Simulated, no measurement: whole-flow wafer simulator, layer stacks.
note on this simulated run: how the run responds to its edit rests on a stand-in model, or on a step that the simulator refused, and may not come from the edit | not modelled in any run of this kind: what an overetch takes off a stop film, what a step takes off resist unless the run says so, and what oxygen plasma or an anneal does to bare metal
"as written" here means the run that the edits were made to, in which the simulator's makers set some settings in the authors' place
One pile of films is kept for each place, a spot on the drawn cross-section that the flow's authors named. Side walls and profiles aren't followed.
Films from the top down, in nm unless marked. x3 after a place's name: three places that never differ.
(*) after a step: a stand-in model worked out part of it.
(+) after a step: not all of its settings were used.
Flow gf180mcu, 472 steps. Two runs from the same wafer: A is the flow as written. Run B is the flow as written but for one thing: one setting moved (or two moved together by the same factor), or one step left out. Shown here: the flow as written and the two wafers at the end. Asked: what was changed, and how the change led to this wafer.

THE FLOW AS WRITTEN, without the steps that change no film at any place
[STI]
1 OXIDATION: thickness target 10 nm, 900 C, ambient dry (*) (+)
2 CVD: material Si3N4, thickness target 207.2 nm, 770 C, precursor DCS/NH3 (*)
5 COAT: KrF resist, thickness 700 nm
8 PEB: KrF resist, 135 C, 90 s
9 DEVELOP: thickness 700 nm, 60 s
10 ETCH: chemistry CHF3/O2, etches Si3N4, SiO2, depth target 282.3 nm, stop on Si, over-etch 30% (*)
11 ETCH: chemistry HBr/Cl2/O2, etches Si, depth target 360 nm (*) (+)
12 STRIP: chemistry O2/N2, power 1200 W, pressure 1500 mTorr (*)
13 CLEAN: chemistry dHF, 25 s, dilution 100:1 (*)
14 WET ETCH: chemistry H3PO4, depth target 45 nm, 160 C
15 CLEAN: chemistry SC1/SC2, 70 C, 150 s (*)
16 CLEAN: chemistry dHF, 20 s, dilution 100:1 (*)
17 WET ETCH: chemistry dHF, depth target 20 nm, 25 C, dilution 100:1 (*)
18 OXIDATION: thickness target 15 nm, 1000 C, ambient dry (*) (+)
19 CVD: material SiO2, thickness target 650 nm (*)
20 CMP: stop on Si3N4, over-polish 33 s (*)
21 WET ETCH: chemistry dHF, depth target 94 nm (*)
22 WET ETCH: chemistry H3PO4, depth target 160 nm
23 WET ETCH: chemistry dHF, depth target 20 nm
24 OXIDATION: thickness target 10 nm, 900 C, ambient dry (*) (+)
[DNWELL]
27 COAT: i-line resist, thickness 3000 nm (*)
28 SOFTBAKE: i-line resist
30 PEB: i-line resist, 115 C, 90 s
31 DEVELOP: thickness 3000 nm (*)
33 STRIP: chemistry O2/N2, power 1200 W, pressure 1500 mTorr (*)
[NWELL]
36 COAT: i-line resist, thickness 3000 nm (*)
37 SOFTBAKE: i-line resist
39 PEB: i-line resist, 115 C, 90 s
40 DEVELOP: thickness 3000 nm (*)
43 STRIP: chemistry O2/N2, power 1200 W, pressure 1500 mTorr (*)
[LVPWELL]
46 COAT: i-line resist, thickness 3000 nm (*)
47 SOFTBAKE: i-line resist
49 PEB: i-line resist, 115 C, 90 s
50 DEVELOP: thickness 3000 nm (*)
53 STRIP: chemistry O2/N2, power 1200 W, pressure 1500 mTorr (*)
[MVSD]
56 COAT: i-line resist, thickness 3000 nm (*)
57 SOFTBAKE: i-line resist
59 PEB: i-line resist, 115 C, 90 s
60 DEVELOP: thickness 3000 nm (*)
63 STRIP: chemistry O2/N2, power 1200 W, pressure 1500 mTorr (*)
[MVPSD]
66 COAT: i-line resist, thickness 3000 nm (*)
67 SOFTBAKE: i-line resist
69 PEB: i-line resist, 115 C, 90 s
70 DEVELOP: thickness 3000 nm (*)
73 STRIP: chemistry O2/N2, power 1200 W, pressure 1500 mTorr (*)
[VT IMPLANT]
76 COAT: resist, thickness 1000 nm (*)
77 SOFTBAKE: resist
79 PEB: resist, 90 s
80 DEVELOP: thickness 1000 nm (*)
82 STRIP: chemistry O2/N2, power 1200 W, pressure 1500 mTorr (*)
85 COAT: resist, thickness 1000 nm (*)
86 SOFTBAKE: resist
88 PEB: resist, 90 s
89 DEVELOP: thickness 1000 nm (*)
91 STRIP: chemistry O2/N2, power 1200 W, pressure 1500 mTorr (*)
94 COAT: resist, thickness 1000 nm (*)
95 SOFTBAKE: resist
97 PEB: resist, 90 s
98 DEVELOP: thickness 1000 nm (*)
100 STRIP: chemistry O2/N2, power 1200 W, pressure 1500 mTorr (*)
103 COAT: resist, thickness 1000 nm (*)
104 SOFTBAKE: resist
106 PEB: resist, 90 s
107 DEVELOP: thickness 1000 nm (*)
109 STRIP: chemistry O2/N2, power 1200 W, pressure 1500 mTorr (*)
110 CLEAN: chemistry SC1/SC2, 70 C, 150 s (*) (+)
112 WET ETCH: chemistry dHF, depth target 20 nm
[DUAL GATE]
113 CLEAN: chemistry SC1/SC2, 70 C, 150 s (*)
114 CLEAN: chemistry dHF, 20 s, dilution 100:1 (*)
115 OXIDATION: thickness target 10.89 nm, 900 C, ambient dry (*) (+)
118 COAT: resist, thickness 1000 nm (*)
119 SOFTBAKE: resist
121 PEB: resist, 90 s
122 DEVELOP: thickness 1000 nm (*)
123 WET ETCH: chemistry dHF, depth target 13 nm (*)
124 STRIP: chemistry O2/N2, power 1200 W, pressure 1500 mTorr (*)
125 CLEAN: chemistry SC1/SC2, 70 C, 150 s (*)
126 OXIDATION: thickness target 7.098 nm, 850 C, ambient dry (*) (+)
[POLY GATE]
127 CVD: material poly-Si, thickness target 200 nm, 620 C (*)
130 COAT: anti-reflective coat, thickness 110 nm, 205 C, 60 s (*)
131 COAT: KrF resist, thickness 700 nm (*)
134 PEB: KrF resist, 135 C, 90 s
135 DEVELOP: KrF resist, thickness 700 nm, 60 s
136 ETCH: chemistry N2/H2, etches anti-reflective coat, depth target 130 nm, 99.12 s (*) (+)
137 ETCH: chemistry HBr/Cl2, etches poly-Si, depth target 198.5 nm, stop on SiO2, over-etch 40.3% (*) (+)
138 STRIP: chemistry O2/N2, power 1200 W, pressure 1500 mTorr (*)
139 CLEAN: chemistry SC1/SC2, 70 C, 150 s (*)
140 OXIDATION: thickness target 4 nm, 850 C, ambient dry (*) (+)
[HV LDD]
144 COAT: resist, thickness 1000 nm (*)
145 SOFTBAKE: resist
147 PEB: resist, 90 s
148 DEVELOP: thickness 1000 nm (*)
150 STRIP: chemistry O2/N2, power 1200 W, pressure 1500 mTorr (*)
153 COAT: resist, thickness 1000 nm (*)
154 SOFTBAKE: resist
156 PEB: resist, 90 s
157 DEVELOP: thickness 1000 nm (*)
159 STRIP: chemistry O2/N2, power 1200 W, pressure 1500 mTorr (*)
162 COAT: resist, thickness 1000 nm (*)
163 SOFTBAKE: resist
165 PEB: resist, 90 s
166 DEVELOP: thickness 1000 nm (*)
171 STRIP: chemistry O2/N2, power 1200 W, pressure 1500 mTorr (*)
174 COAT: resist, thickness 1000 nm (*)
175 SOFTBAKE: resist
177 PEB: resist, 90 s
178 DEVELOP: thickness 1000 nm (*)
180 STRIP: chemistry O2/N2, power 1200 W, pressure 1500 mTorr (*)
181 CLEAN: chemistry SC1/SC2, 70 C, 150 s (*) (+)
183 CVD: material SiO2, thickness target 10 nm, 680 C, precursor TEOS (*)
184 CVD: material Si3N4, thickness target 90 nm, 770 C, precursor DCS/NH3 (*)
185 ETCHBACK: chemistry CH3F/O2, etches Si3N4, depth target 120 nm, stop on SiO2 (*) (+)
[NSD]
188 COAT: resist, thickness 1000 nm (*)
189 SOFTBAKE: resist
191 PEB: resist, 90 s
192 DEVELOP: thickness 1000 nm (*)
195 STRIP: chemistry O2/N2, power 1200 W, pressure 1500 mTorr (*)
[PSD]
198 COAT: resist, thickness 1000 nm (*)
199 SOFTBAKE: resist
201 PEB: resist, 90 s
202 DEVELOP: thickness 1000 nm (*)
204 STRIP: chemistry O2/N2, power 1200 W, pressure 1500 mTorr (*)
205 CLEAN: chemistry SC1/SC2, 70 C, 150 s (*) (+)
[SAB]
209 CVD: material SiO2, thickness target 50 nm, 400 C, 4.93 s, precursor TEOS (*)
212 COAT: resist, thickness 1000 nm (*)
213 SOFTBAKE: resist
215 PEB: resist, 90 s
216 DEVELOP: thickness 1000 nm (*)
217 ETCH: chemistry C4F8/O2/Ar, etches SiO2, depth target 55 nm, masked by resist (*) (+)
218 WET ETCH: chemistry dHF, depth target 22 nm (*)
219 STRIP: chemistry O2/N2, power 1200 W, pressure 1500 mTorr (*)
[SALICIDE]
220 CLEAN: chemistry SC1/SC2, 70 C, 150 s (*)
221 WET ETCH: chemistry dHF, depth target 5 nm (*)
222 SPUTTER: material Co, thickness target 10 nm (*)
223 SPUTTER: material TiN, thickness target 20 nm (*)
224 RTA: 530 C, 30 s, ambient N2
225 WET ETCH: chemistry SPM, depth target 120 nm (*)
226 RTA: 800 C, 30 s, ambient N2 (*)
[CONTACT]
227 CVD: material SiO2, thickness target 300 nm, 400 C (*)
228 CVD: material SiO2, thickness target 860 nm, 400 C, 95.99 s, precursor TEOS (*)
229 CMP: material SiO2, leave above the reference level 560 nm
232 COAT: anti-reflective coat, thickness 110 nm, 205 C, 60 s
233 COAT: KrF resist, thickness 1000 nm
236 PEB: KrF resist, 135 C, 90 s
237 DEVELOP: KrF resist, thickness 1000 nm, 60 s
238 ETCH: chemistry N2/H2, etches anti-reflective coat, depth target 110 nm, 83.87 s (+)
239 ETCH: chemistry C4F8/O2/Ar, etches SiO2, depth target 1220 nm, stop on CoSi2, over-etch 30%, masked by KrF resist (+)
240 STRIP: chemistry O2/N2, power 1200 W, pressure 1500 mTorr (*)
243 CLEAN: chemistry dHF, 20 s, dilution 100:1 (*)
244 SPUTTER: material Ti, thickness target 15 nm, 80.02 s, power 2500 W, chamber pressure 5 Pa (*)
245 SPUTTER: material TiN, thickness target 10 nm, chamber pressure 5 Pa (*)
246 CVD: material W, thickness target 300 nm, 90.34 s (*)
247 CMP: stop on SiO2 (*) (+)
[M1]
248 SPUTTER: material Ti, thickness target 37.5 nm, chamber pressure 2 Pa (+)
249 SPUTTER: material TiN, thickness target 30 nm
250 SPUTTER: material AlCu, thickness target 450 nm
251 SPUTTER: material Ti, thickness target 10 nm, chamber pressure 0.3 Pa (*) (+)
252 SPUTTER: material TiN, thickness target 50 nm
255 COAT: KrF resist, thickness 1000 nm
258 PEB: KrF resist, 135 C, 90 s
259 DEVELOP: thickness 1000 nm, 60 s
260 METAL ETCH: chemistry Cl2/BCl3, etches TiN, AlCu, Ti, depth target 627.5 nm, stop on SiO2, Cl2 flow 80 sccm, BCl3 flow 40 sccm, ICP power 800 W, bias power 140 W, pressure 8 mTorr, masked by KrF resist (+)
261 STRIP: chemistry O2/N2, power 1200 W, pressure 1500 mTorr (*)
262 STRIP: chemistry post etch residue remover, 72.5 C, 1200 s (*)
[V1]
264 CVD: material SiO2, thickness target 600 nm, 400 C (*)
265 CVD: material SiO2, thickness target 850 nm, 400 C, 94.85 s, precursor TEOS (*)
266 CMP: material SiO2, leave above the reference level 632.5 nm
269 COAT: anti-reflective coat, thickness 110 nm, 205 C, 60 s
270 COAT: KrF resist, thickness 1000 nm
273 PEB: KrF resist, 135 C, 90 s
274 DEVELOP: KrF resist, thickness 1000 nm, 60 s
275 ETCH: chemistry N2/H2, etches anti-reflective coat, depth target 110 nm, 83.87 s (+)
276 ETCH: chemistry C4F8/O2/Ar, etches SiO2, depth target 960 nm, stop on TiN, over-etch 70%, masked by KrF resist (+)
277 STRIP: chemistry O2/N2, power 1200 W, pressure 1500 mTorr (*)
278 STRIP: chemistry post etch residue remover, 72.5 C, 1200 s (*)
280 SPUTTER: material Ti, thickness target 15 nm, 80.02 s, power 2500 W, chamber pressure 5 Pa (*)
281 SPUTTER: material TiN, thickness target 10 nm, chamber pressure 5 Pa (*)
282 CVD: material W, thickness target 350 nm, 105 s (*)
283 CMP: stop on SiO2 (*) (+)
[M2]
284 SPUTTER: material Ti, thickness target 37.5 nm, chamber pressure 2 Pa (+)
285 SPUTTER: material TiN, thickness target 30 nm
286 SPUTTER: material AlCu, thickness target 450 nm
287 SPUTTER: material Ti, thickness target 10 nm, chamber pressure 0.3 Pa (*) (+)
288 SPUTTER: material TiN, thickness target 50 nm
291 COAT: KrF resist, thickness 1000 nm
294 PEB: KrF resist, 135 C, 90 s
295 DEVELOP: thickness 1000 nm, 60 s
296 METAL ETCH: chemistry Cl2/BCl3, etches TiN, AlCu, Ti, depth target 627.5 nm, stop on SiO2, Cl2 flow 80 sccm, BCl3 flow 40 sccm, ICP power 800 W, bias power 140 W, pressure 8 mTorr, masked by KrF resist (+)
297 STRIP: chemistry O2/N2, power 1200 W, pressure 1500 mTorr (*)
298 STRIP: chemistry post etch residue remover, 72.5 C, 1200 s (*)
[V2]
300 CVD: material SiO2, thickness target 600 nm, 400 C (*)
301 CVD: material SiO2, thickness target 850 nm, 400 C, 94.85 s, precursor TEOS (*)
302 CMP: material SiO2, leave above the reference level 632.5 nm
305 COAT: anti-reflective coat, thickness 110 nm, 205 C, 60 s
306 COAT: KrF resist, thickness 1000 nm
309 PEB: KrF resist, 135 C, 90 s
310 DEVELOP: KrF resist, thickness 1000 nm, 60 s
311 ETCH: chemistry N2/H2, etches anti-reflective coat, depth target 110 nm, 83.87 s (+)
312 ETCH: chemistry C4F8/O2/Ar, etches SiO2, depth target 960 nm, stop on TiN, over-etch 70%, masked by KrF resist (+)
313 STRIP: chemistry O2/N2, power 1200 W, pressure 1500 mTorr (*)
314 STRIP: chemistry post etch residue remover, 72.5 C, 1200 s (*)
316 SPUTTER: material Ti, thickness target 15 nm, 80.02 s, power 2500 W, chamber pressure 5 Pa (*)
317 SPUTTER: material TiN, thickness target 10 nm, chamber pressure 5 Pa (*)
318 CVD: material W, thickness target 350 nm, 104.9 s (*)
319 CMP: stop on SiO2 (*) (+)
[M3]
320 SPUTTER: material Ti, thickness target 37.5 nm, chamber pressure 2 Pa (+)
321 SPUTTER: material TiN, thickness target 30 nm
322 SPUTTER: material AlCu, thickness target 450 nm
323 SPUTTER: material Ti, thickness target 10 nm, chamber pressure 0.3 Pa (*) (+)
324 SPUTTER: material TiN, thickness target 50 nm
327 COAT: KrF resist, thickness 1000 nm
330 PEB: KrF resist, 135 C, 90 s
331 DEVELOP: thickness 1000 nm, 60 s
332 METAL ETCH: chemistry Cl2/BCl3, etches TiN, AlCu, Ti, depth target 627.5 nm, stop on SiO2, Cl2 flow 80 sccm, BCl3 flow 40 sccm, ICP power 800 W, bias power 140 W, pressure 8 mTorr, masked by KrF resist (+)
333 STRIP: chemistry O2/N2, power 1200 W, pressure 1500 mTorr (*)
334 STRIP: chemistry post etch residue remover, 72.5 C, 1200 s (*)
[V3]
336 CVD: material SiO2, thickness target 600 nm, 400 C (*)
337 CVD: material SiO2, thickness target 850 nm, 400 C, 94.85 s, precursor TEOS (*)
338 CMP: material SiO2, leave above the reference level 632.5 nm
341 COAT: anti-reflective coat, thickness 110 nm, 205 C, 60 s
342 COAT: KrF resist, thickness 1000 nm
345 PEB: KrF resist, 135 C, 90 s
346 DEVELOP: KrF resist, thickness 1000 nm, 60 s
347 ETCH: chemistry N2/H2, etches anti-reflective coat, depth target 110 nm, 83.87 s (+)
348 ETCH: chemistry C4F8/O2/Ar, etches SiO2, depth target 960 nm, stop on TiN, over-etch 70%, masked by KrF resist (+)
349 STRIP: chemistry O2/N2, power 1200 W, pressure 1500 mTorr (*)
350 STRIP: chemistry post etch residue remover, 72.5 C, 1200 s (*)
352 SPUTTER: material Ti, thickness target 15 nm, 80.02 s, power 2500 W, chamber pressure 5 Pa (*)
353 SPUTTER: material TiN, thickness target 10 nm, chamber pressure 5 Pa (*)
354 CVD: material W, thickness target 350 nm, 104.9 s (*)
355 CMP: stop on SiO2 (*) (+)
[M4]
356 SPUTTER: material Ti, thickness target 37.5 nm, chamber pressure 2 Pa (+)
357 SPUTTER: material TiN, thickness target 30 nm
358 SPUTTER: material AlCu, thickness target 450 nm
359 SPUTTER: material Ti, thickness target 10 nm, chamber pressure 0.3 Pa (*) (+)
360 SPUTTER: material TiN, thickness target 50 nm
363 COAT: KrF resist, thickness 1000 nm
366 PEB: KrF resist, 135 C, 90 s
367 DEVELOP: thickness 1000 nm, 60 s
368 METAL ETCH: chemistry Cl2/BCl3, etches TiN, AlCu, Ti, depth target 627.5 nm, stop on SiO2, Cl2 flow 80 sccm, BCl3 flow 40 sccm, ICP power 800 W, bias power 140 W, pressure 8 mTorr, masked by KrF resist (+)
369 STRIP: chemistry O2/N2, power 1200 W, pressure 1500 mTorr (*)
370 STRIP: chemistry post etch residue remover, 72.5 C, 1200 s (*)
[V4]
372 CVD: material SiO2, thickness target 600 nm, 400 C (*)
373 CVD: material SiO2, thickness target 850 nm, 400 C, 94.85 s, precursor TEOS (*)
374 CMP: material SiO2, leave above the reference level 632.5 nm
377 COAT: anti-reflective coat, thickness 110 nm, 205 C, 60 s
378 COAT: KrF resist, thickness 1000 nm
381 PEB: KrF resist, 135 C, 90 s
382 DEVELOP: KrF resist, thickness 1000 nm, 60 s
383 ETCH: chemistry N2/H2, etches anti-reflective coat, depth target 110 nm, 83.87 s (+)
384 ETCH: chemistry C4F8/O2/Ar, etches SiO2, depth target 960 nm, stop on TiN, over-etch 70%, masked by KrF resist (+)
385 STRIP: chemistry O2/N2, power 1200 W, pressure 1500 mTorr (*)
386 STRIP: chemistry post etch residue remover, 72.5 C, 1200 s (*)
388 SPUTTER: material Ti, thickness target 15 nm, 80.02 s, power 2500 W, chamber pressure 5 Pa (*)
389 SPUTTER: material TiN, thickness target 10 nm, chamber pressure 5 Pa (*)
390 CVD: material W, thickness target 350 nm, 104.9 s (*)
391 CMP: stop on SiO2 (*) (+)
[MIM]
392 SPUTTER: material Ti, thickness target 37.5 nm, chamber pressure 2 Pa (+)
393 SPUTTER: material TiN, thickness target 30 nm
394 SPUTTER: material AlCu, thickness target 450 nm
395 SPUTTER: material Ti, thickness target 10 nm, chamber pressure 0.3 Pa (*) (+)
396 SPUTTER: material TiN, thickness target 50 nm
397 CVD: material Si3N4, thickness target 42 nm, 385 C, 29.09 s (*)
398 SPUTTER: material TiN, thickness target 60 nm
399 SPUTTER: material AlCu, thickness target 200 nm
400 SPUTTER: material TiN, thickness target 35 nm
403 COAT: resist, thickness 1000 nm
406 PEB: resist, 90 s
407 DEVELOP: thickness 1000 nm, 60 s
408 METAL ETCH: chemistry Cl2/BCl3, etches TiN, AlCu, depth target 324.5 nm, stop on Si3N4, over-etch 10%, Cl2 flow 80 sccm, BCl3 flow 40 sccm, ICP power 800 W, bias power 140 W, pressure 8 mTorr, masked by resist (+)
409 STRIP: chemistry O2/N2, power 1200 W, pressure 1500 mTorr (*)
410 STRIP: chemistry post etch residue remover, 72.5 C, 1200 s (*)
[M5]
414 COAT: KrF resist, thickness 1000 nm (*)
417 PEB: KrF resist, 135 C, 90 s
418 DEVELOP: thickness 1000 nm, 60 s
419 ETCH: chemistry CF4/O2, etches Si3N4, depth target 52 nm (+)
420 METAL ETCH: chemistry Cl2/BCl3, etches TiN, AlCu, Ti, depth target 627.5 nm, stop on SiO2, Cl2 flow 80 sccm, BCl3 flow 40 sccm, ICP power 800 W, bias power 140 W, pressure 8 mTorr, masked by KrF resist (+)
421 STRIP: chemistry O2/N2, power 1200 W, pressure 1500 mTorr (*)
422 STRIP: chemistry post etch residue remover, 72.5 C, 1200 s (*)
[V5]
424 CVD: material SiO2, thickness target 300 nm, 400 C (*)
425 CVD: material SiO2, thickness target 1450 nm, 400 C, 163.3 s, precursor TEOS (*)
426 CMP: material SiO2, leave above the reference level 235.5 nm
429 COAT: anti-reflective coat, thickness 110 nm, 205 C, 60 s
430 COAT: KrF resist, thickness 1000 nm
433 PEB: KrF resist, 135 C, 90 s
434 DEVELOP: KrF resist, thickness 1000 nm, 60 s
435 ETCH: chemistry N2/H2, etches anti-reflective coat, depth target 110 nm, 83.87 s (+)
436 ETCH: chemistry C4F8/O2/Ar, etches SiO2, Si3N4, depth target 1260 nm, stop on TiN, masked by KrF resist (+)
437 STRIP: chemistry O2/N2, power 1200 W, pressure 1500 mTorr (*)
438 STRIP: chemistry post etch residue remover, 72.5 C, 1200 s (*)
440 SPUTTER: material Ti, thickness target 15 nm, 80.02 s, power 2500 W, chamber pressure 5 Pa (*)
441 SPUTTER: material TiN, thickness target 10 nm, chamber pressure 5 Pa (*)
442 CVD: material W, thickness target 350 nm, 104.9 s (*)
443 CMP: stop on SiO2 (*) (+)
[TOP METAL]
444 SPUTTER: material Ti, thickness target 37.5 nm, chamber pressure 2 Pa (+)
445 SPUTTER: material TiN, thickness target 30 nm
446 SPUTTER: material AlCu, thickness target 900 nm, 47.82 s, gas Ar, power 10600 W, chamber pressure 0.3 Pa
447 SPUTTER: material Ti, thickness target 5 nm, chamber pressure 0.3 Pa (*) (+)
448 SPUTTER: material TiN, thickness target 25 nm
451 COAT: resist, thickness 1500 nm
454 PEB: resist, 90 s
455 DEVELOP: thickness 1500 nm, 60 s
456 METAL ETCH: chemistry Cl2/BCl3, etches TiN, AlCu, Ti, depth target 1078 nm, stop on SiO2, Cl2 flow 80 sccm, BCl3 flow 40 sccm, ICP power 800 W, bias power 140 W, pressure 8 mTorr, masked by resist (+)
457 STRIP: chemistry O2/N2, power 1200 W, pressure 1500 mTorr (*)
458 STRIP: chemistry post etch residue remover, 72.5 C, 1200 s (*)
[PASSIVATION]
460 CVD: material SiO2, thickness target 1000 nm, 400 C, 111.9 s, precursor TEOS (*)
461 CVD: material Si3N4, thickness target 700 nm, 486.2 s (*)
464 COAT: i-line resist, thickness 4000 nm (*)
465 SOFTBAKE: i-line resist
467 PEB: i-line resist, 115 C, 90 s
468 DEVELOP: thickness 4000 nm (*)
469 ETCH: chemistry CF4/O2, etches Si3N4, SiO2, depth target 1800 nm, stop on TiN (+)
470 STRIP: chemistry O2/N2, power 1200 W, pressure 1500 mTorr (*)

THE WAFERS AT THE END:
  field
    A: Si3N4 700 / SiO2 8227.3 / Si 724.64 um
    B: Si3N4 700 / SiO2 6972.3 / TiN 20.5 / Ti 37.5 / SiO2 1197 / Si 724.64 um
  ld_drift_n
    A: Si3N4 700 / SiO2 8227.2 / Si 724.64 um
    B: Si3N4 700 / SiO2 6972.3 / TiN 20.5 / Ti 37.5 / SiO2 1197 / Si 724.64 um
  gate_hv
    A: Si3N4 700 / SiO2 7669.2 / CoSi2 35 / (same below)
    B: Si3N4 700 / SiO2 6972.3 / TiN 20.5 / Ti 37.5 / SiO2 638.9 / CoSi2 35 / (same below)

The cause: step 260, METAL ETCH: depth target 519.1 nm was run, where the flow has depth target 627.5 nm.

How the change led to this, step by step:
  260 METAL ETCH: chemistry Cl2/BCl3, etches TiN, AlCu, Ti, depth target 627.5 nm, stop on SiO2, Cl2 flow 80 sccm, BCl3 flow 40 sccm, ICP power 800 W, bias power 140 W, pressure 8 mTorr, masked by KrF resist (+)
      field, field__w1, field__w2 and 99 more: A TiN -50 (all of it), Ti -10 (all of it), AlCu -450 (all of it), TiN -30 (all of it), Ti -37.5 (all of it) | B TiN -50 (all of it), Ti -10 (all of it), AlCu -450 (all of it), TiN -9.1
      field__w8, contact, m1 and 6 more: A KrF resist -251 | B KrF resist -207.6
  261 STRIP: chemistry O2/N2, power 1200 W, pressure 1500 mTorr (*)
      field__w8, contact, m1 and 6 more: A KrF resist -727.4 (all of it) | B KrF resist -770.7 (all of it)
  264 CVD: material SiO2, thickness target 600 nm, 400 C (*)
      field, field__w1, field__w2 and 99 more: A SiO2 +600 | B SiO2 +600 (new film)
  266 CMP: material SiO2, leave above the reference level 632.5 nm
      field, field__w1, field__w2 and 99 more: A SiO2 -300 | B SiO2 -358
Counting metal films that touch as one body, field has 1 body; the flow as written gives 0 bodies.
Counting metal films that touch as one body, ld_drift_n has 1 body; the flow as written gives 0 bodies.
Counting metal films that touch as one body, gate_hv has 2 bodies (between them, from the top down: SiO2 638.9); the flow as written gives 1 body.
